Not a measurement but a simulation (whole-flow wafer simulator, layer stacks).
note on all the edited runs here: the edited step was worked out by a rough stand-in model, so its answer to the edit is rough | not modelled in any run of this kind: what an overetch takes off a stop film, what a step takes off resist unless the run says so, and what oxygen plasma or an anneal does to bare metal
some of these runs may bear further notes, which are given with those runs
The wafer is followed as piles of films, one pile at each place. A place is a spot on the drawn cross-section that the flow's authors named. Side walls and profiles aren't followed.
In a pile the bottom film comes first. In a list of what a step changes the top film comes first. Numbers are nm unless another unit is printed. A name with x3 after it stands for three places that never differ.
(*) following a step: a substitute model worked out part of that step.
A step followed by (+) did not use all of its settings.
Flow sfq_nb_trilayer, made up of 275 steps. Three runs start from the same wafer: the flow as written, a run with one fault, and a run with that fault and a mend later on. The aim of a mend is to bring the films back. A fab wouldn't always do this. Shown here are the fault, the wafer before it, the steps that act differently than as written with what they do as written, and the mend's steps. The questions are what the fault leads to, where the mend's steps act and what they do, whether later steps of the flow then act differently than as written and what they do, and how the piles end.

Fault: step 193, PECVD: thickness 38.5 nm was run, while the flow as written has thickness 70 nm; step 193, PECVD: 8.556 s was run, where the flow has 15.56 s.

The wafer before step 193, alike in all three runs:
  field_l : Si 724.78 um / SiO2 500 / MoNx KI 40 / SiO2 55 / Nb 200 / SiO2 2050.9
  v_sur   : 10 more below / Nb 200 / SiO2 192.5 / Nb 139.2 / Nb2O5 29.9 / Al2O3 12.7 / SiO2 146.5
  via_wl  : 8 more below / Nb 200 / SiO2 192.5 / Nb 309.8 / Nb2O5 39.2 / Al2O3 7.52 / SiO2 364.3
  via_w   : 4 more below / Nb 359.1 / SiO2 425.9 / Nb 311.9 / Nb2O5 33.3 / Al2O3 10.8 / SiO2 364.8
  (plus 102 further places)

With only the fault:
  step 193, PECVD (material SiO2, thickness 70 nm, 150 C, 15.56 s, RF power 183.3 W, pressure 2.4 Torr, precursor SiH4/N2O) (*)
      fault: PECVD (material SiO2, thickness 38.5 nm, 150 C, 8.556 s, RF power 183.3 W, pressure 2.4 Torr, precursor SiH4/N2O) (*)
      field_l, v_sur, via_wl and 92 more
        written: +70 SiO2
        fault: +38.5 SiO2
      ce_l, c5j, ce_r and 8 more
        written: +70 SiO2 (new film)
        fault: +38.5 SiO2 (new film)
  Steps later in the flow that act otherwise than as written (not shown: 10 more steps that differ only slightly, by at most 2% or 0.5 nm, whichever is larger):
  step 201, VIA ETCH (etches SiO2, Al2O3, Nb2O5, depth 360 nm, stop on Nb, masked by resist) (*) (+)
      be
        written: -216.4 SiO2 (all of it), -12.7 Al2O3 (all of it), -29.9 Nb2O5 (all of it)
        fault: -184.9 SiO2 (all of it), -12.7 Al2O3 (all of it), -29.9 Nb2O5 (all of it)
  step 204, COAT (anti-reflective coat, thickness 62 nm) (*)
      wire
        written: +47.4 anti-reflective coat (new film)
        fault: +48.6 anti-reflective coat (new film)
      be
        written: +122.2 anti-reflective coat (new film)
        fault: +117.5 anti-reflective coat (new film)
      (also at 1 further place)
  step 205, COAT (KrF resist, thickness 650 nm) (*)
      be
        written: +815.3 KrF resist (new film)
        fault: +792.7 KrF resist (new film)
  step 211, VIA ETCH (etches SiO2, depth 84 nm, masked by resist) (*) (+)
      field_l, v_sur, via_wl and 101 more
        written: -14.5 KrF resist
        fault: -9.92 KrF resist
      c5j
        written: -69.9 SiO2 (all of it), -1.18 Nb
        fault: -38.4 SiO2 (all of it), -1.6 Nb
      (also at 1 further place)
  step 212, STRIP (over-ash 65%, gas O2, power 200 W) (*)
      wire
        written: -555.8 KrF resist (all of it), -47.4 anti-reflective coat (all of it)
        fault: -561.8 KrF resist (all of it), -48.6 anti-reflective coat (all of it)
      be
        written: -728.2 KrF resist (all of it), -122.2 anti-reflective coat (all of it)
        fault: -710.2 KrF resist (all of it), -117.5 anti-reflective coat (all of it)
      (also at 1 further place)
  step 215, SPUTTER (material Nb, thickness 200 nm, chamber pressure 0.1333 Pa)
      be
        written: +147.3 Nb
        fault: +154.6 Nb
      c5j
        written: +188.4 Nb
        fault: +196.4 Nb
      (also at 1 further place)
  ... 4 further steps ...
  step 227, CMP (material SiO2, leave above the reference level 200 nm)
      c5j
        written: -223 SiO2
        fault: -247.4 SiO2
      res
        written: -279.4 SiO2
        fault: -318 SiO2
  At v_sur, via_wl, via_w and 79 more, the piles at the end differ from the flow's by more than 2% or 0.5 nm, whichever is larger.
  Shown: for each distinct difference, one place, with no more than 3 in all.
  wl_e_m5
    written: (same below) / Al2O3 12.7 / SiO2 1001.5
    fault: (same below) / Al2O3 12.7 / SiO2 970
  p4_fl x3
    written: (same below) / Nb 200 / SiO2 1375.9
    fault: (same below) / Nb 200 / SiO2 1344.4
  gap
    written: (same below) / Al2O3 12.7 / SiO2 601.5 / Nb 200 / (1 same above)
    fault: (same below) / Al2O3 12.7 / SiO2 570 / Nb 200 / (1 same above)

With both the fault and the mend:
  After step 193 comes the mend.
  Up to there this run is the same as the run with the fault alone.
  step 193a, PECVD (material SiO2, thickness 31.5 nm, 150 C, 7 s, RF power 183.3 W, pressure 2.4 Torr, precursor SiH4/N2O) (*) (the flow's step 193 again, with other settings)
      field_l, v_sur, via_wl and 103 more
        +31.5 SiO2
  Every later step of the flow that is run acts as written, at every place that is followed, to within 2% or 0.5 nm, whichever is larger.
  By the end, the piles equal the flow's at every place that both follow.
